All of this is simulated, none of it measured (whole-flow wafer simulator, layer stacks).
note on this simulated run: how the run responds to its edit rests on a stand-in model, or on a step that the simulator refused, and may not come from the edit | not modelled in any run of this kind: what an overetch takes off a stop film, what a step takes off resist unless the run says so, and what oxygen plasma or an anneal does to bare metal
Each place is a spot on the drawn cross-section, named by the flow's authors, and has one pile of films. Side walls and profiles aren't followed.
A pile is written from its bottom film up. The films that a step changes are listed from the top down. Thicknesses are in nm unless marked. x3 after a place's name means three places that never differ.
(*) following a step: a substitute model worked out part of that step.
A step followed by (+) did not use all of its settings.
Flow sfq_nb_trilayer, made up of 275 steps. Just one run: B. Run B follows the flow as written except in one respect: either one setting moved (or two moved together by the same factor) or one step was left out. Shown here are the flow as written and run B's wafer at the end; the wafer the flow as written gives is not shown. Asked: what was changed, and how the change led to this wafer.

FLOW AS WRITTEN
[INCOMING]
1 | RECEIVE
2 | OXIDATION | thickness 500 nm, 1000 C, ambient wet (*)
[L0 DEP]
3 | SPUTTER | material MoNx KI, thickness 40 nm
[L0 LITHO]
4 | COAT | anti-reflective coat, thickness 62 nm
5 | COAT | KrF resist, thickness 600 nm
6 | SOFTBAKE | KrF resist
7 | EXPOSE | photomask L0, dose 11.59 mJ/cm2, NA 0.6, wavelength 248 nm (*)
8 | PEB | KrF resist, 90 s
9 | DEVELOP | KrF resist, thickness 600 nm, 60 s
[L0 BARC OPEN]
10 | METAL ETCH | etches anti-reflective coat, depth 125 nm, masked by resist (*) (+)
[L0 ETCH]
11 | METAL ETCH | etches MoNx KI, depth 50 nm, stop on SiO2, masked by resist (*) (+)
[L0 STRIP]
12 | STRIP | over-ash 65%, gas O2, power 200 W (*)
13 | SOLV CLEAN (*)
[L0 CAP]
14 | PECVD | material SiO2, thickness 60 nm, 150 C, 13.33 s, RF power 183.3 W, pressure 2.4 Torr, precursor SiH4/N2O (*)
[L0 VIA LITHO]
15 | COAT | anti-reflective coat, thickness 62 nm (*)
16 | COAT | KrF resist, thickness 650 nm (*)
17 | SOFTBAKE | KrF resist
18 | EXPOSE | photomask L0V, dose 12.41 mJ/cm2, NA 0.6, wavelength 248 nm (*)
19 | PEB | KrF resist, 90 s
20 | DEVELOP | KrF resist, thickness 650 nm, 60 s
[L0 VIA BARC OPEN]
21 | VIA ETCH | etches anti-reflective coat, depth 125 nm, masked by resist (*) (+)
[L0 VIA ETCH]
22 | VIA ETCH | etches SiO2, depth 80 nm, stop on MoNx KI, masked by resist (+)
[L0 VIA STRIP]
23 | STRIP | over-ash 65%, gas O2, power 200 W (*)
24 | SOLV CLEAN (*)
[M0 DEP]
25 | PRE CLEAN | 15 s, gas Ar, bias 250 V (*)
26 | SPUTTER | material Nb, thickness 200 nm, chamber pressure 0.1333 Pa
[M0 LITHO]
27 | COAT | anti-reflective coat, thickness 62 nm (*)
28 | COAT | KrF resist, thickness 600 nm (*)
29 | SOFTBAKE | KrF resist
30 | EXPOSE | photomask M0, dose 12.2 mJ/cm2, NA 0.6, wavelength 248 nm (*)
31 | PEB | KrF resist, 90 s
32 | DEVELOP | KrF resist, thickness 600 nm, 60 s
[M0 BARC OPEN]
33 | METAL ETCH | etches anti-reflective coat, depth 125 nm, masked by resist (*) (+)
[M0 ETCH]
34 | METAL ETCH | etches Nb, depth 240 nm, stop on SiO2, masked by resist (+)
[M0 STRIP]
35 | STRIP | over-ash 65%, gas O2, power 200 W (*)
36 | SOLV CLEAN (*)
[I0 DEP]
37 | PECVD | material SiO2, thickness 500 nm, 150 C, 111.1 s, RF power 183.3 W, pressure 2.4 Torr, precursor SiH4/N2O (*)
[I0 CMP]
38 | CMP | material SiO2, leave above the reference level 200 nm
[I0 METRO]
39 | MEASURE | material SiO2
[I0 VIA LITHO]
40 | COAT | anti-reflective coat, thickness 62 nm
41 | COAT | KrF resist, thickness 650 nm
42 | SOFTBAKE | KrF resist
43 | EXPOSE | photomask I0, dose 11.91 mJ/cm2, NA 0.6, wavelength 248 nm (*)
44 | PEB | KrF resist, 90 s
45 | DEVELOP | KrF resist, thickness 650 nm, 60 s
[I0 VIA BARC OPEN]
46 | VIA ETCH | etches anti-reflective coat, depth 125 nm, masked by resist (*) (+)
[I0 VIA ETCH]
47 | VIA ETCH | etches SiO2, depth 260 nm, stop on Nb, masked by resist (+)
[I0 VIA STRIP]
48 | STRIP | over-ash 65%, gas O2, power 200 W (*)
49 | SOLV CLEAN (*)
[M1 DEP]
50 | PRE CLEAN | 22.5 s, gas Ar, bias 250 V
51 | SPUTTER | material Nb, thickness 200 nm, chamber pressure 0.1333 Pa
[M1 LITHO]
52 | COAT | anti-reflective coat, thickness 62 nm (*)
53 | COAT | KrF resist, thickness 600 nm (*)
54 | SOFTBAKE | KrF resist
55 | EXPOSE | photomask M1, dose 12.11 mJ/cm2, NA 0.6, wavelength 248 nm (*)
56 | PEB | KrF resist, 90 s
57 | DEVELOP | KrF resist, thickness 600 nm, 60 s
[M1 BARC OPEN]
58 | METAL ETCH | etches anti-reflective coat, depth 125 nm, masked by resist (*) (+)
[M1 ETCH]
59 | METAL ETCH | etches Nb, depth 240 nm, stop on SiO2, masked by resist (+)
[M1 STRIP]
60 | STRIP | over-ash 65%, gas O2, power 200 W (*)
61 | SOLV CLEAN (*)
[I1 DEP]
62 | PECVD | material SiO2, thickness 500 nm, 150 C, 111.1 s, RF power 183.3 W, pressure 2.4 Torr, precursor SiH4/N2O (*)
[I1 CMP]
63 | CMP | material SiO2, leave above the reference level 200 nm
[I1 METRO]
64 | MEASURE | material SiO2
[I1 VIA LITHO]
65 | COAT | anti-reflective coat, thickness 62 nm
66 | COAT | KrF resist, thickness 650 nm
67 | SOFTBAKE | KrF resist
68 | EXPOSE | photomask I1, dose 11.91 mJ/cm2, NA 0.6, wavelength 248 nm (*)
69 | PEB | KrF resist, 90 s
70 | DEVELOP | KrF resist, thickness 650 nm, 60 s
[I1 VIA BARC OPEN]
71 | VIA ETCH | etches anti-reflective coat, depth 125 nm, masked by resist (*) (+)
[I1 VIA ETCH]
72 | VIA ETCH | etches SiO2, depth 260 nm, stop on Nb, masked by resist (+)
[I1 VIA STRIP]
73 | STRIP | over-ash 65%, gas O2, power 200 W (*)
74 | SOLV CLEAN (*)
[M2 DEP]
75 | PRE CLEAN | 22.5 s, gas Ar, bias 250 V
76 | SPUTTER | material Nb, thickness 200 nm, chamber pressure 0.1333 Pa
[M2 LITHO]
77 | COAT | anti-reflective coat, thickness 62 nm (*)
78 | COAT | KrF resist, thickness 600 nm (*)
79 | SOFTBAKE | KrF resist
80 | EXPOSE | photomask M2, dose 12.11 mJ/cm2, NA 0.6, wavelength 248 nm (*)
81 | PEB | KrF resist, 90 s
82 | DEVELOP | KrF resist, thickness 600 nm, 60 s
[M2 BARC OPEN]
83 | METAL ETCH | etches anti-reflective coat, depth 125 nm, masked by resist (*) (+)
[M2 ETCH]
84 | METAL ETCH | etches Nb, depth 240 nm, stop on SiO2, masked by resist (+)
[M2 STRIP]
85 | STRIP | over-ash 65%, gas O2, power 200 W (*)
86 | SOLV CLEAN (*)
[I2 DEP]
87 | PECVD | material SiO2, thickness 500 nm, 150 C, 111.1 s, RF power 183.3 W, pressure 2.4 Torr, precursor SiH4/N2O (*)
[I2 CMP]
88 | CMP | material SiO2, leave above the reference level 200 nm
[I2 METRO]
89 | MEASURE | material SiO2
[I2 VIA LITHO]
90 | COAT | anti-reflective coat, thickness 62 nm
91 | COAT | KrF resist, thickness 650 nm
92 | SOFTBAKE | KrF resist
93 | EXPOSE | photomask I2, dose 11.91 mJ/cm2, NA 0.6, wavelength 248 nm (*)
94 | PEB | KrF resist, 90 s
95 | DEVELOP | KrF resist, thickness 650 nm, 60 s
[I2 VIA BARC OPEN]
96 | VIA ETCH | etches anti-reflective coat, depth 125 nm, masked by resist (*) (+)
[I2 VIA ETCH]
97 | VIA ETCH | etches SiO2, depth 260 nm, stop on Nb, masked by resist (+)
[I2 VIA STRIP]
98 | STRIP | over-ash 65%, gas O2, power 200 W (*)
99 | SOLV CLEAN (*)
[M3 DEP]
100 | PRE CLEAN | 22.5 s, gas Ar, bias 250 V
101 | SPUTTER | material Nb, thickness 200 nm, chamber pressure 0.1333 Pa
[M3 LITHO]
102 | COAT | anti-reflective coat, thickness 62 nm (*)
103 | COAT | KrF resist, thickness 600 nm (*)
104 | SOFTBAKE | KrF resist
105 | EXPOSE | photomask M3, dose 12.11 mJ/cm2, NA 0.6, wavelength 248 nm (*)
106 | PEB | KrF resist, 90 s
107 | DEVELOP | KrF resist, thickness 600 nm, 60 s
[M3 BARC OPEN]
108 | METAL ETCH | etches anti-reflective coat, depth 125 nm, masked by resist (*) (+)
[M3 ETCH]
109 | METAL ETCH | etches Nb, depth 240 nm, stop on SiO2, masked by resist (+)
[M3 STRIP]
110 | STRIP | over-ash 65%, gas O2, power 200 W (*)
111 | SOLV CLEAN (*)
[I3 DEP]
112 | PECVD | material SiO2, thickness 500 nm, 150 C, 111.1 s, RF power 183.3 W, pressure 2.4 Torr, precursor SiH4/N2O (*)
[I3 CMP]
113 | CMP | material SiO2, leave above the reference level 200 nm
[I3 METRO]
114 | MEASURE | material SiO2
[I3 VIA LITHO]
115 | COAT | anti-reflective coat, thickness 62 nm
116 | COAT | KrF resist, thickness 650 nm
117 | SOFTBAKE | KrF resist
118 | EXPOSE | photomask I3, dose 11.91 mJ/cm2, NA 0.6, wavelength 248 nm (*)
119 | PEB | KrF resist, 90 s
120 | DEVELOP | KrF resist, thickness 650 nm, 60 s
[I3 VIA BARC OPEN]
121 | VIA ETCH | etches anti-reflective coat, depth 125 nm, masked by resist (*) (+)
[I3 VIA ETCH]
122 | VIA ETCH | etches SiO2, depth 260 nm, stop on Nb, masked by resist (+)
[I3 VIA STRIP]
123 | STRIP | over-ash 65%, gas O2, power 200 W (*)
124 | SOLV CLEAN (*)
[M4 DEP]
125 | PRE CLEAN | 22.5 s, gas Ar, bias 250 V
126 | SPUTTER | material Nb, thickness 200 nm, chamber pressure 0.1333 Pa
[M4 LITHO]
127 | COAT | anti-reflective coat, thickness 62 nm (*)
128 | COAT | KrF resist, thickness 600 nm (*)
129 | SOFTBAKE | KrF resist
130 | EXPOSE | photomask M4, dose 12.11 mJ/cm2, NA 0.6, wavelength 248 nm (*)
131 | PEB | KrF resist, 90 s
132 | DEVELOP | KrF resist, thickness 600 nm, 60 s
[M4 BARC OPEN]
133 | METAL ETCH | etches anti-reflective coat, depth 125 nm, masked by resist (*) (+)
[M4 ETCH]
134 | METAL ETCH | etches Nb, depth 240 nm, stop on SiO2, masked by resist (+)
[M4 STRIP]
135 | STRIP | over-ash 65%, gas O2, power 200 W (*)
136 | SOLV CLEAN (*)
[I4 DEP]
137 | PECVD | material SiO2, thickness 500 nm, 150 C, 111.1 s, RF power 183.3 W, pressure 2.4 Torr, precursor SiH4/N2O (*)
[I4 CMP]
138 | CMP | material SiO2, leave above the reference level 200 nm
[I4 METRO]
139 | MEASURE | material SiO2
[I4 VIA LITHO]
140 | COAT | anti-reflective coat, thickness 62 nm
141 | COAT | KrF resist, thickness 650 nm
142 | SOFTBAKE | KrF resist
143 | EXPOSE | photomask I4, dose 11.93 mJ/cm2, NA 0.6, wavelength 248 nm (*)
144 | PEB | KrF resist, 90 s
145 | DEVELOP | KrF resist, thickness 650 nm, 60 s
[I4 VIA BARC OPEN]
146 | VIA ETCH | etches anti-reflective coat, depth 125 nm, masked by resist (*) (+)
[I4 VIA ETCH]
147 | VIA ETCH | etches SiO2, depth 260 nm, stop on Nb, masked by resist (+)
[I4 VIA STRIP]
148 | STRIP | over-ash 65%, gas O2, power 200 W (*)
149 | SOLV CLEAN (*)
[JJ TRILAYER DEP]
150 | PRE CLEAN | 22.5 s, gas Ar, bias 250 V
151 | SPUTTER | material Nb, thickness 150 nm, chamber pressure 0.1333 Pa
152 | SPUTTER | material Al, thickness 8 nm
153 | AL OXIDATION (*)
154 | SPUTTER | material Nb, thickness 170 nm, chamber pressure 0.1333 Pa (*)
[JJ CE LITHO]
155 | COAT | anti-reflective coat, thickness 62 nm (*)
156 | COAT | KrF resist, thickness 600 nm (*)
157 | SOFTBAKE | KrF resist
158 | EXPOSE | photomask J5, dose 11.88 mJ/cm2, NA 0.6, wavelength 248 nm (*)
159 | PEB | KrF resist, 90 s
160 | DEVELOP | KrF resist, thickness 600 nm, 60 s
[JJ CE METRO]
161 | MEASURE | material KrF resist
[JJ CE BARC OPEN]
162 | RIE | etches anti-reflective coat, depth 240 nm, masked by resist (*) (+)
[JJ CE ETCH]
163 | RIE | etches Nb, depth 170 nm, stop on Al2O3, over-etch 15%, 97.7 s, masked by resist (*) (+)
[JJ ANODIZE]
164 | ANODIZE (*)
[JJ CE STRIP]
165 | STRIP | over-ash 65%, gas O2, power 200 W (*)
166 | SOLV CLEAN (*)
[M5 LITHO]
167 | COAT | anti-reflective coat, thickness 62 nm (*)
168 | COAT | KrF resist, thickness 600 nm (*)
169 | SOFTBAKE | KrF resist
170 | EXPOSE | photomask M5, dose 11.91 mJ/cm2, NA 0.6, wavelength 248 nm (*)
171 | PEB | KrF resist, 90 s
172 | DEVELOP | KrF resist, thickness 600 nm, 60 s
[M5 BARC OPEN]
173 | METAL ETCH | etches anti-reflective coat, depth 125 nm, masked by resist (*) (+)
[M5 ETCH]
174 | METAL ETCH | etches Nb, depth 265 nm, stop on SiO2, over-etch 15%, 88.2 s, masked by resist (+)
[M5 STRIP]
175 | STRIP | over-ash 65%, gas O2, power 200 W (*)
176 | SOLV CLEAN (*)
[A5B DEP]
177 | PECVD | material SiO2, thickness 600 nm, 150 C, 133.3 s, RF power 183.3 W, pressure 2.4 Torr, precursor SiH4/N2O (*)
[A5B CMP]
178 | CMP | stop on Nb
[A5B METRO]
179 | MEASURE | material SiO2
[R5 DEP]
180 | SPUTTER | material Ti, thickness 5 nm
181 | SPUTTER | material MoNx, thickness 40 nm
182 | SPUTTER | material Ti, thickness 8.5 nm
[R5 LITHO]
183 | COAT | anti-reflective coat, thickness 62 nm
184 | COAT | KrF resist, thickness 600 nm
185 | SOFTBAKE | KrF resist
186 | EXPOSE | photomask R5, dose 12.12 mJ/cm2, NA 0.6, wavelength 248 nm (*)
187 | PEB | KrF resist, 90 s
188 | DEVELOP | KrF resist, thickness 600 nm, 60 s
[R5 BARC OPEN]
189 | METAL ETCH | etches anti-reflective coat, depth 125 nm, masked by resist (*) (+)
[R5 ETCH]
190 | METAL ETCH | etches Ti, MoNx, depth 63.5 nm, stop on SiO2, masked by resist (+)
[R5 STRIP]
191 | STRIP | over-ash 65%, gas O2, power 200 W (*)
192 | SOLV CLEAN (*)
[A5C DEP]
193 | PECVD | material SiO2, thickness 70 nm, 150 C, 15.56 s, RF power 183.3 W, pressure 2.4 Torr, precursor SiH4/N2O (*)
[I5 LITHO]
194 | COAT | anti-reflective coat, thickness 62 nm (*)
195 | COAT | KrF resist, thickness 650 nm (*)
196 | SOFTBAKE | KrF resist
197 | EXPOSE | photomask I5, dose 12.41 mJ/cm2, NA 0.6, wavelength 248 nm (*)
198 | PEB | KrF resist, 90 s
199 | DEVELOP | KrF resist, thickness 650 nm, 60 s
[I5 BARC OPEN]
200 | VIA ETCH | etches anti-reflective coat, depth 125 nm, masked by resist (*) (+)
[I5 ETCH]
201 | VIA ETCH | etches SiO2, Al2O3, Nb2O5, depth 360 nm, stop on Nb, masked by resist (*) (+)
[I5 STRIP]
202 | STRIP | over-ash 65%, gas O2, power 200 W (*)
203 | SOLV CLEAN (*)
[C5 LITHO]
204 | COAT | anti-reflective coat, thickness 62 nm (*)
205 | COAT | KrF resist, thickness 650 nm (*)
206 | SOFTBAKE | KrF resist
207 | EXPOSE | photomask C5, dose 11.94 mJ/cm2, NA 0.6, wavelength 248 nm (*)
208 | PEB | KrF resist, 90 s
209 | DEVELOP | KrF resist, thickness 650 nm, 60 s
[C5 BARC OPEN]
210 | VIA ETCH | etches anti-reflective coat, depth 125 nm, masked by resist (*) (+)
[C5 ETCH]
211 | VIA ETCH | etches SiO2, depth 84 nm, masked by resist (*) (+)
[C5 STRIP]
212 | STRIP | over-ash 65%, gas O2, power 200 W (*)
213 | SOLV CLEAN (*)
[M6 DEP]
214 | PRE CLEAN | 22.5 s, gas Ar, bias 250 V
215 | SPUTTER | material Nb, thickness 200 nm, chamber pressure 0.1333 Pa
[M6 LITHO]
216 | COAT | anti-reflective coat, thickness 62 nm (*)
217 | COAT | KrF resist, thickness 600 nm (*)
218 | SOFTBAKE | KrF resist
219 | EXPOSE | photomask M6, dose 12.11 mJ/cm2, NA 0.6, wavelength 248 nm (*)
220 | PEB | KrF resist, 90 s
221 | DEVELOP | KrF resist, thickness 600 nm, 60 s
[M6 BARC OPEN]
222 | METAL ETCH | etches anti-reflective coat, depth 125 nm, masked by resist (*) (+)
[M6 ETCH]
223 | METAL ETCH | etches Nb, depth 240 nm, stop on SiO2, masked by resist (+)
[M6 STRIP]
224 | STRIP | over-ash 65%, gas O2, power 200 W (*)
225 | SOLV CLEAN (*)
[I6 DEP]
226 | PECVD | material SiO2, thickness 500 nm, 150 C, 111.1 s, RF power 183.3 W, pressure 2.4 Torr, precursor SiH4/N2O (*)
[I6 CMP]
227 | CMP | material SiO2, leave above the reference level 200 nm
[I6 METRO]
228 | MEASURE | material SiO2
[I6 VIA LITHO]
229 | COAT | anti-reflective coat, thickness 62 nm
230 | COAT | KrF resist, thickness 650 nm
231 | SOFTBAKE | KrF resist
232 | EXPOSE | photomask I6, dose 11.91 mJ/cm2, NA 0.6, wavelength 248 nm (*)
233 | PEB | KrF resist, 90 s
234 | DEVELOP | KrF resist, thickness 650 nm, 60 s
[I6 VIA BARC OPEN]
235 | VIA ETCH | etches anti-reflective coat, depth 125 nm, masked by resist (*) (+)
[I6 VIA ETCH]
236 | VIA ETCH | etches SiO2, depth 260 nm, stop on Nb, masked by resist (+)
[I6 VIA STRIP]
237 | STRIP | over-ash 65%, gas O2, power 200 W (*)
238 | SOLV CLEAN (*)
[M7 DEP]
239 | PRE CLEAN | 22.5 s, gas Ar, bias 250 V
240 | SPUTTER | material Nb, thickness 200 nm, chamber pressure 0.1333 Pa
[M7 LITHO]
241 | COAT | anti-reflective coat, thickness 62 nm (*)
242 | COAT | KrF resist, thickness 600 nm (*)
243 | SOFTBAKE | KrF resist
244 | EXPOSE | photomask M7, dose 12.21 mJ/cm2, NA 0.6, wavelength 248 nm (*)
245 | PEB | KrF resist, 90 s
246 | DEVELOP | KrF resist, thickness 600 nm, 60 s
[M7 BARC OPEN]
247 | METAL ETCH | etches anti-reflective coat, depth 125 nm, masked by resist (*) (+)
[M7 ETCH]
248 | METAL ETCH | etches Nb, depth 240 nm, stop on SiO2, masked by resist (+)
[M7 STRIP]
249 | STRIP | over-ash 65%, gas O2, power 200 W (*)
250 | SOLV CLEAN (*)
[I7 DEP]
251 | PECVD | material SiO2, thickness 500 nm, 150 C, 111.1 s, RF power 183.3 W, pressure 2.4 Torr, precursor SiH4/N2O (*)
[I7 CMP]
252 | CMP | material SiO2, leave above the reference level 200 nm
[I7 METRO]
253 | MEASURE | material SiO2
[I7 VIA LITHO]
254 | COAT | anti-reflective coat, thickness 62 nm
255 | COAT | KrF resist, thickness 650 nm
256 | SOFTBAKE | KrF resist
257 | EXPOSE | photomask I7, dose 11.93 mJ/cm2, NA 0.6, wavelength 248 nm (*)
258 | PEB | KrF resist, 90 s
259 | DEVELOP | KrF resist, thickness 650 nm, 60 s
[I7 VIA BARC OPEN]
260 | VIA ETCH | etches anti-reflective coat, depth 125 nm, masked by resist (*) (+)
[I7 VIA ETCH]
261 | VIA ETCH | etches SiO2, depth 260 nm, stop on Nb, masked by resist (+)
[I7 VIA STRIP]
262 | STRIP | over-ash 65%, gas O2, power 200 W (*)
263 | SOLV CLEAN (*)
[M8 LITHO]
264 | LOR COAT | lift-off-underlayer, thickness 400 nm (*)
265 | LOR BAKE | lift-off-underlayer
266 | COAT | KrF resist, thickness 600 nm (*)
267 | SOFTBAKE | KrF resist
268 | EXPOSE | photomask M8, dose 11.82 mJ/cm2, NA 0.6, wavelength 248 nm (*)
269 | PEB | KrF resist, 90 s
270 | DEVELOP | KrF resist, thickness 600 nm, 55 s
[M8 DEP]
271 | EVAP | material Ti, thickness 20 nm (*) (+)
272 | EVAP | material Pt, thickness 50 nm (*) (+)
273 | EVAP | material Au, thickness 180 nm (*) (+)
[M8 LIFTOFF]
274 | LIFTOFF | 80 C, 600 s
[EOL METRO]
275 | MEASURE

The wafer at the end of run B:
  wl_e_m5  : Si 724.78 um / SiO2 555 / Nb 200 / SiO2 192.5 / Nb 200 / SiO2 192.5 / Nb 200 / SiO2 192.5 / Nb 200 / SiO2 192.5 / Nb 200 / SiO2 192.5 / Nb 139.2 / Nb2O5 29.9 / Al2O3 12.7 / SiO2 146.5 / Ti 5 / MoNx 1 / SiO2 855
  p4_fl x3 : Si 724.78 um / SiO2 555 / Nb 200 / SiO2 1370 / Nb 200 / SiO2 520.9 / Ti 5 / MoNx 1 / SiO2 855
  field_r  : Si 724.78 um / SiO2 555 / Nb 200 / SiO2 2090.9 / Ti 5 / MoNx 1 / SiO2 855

The reason: step 181, SPUTTER: thickness 56 nm was run, though the flow has thickness 40 nm.

Step by step, how the change led to this:
  181 | SPUTTER | material MoNx, thickness 40 nm
      field_l, v_sur, via_wl and 103 more: +56 MoNx (new film) (in the flow as written it would be: +40 MoNx (new film))
  190 | METAL ETCH | etches Ti, MoNx, depth 63.5 nm, stop on SiO2, masked by resist (+)
      field_l, v_sur, via_wl and 92 more: -8.5 Ti (all of it), -55 MoNx (in the flow as written it would be: -8.5 Ti (all of it), -40 MoNx (all of it), -5 Ti (all of it))
      ce_l, c5j, ce_r, wl_jj: -8.5 Ti (all of it), -55 MoNx (in the flow as written it would be: -8.5 Ti (all of it), -40 MoNx (all of it), -5 Ti (all of it), -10 Nb)
  193 | PECVD | material SiO2, thickness 70 nm, 150 C, 15.56 s, RF power 183.3 W, pressure 2.4 Torr, precursor SiH4/N2O (*)
      field_l, v_sur, via_wl and 92 more: +70 SiO2 (new film) (in the flow as written it would be: +70 SiO2)
  194 | COAT | anti-reflective coat, thickness 62 nm (*)
      wl_j_sl, wl_j_sr: +62 anti-reflective coat (new film) (in the flow as written it would be: +60.2 anti-reflective coat (new film))
      r5r_spacepad_l, r5r_spacepad_r: +88.7 anti-reflective coat (new film) (in the flow as written it would be: +84.4 anti-reflective coat (new film))
      (and at 12 other places as well)
  201 | VIA ETCH | etches SiO2, Al2O3, Nb2O5, depth 360 nm, stop on Nb, masked by resist (*) (+)
      be: -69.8 SiO2 (all of it), -1 MoNx (all of it), -5 Ti (all of it), -146.5 SiO2 (all of it), -12.7 Al2O3 (all of it), -29.9 Nb2O5 (all of it) (in the flow as written it would be: -216.4 SiO2 (all of it), -12.7 Al2O3 (all of it), -29.9 Nb2O5 (all of it))
  202 | STRIP | over-ash 65%, gas O2, power 200 W (*)
      wl_j_sl, wl_j_sr: -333 KrF resist (all of it), -62 anti-reflective coat (all of it) (in the flow as written it would be: -333.3 KrF resist (all of it), -60.2 anti-reflective coat (all of it))
      r5r_spacepad_l, r5r_spacepad_r: -335.9 KrF resist (all of it), -88.7 anti-reflective coat (all of it) (in the flow as written it would be: -335.6 KrF resist (all of it), -84.4 anti-reflective coat (all of it))
      (and at 12 other places as well)
  204 | COAT | anti-reflective coat, thickness 62 nm (*)
      wl_j_sl, wl_j_sr: +62 anti-reflective coat (new film) (in the flow as written it would be: +60.2 anti-reflective coat (new film))
      r5r_spacepad_l, r5r_spacepad_r: +88.7 anti-reflective coat (new film) (in the flow as written it would be: +84.4 anti-reflective coat (new film))
      (and at 12 other places as well)
  210 | VIA ETCH | etches anti-reflective coat, depth 125 nm, masked by resist (*) (+)
      c5j: -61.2 anti-reflective coat (all of it), -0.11 SiO2 (in the flow as written it would be: -63.9 anti-reflective coat (all of it), -0.11 SiO2)
  211 | VIA ETCH | etches SiO2, depth 84 nm, masked by resist (*) (+)
      c5j: -69.9 SiO2 (all of it) (in the flow as written it would be: -69.9 SiO2 (all of it), -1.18 Nb)
  212 | STRIP | over-ash 65%, gas O2, power 200 W (*)
      wl_j_sl, wl_j_sr: -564 KrF resist (all of it), -62 anti-reflective coat (all of it) (in the flow as written it would be: -563.4 KrF resist (all of it), -60.2 anti-reflective coat (all of it))
      r5r_spacepad_l, r5r_spacepad_r: -566.9 KrF resist (all of it), -88.7 anti-reflective coat (all of it) (in the flow as written it would be: -565.8 KrF resist (all of it), -84.4 anti-reflective coat (all of it))
      (and at 11 other places as well)
  214 | PRE CLEAN | 22.5 s, gas Ar, bias 250 V
      c5j: -1 MoNx (all of it), -5 Ti (all of it) (in the flow as written it would be: -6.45 Nb)
  216 | COAT | anti-reflective coat, thickness 62 nm (*)
      r5r_line_l, r5r_line_c, r5r_line_r: +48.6 anti-reflective coat (new film) (in the flow as written it would be: +50 anti-reflective coat (new film))
      wl_j_sl, wl_j_sr: +62 anti-reflective coat (new film) (in the flow as written it would be: +60.2 anti-reflective coat (new film))
      (and at 12 other places as well)
  222 | METAL ETCH | etches anti-reflective coat, depth 125 nm, masked by resist (*) (+)
      r5r_line_l, r5r_line_c, r5r_line_r: -48.6 anti-reflective coat (all of it) (in the flow as written it would be: -50 anti-reflective coat (all of it))
      r5r_spacepad_l, r5r_spacepad_r: -90.7 anti-reflective coat (all of it) (in the flow as written it would be: -85.7 anti-reflective coat (all of it))
      (and at 1 other place as well)
  224 | STRIP | over-ash 65%, gas O2, power 200 W (*)
      wl_j_sl, wl_j_sr: -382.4 KrF resist (all of it), -62 anti-reflective coat (all of it) (in the flow as written it would be: -382.5 KrF resist (all of it), -60.2 anti-reflective coat (all of it))
      jj_sur: -378.6 KrF resist (all of it), -58.6 anti-reflective coat (all of it) (in the flow as written it would be: -378.5 KrF resist (all of it), -56.1 anti-reflective coat (all of it))
      (and at 8 other places as well)
  227 | CMP | material SiO2, leave above the reference level 200 nm
      r5r_line_l, r5r_spacepad_l, r5r_spacepad_r, r5r_line_c, r5r_line_r: -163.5 SiO2 (in the flow as written it would be: -153.5 SiO2)
      ce_l, ce_r, wl_jj: -300 SiO2 (in the flow as written it would be: -290 SiO2)
      (and at 5 other places as well)
Taking metal films that touch as one body, wl_e_m5 has 7 bodies (between them, from the top down: SiO2 146.5 / Al2O3 12.7 / Nb2O5 29.9; SiO2 192.5; SiO2 192.5; SiO2 192.5; SiO2 192.5; SiO2 192.5); the flow as written gives 6 bodies (between them, from the top down: SiO2 192.5; SiO2 192.5; SiO2 192.5; SiO2 192.5; SiO2 192.5).
Taking metal films that touch as one body, p4_fl x3 has 3 bodies (between them, from the top down: SiO2 520.9; SiO2 1370); the flow as written gives 2 bodies (between them, from the top down: SiO2 1370).
Taking metal films that touch as one body, field_r has 2 bodies (between them, from the top down: SiO2 2090.9); the flow as written gives 1 body.
